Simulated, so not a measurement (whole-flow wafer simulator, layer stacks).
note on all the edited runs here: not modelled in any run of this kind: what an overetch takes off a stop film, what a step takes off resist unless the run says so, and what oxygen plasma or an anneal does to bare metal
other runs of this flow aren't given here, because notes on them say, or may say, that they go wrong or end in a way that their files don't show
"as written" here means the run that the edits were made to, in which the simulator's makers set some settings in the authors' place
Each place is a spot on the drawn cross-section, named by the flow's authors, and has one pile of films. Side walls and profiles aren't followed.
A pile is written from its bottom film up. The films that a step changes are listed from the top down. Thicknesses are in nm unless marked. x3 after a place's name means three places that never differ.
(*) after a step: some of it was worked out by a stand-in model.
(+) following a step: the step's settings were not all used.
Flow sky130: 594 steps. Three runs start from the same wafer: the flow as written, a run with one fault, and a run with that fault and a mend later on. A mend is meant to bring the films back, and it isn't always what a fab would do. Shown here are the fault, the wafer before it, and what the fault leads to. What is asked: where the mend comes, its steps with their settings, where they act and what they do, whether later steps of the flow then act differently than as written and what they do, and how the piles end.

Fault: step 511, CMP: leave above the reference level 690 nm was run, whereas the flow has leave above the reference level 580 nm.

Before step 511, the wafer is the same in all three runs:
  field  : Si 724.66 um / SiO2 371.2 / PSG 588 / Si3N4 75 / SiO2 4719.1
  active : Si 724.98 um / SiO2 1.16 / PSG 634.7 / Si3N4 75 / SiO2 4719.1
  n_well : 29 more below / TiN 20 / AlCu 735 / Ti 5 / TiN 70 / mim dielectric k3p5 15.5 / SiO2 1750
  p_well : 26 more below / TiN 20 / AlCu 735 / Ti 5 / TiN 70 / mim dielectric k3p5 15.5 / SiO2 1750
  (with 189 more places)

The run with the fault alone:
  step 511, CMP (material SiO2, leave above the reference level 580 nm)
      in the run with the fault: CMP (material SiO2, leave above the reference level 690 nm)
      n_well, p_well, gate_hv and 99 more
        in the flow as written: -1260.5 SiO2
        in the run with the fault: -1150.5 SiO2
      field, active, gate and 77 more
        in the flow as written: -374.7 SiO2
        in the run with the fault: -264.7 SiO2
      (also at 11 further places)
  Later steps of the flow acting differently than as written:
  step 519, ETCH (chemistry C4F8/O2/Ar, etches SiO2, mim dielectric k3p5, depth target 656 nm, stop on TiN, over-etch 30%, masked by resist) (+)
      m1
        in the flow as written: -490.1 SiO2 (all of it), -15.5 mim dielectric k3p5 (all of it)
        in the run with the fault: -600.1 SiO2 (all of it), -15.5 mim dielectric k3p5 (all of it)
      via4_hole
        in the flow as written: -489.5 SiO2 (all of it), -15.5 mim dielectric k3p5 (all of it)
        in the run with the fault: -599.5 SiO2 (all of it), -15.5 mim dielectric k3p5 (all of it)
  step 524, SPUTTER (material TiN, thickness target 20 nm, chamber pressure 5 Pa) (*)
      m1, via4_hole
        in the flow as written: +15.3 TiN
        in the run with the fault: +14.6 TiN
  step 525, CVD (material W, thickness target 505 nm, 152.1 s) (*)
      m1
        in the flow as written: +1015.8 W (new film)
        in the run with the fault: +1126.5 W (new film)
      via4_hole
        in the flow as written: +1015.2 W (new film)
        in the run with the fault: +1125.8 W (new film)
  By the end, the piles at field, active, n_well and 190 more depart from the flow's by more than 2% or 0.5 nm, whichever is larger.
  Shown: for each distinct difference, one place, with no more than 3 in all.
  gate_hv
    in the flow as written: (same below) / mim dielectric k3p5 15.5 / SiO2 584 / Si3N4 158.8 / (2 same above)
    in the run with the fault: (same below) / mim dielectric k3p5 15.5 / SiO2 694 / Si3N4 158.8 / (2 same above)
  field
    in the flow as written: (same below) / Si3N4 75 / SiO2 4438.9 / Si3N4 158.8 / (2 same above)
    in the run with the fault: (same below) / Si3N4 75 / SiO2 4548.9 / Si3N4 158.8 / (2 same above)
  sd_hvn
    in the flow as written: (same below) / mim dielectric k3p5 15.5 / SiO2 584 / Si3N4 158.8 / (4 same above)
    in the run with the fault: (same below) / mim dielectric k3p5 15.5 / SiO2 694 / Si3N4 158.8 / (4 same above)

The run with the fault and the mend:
  After step 511 comes the mend.
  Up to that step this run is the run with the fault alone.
  step 511a, CMP (material SiO2, leave above the reference level 580 nm) (the flow's step 511, run once more)
      field, active, n_well and 190 more
        -110 SiO2
  Later steps of the flow that are run all act as written at every place that is followed.
  The piles end the same as the flow's at every place that both follow.
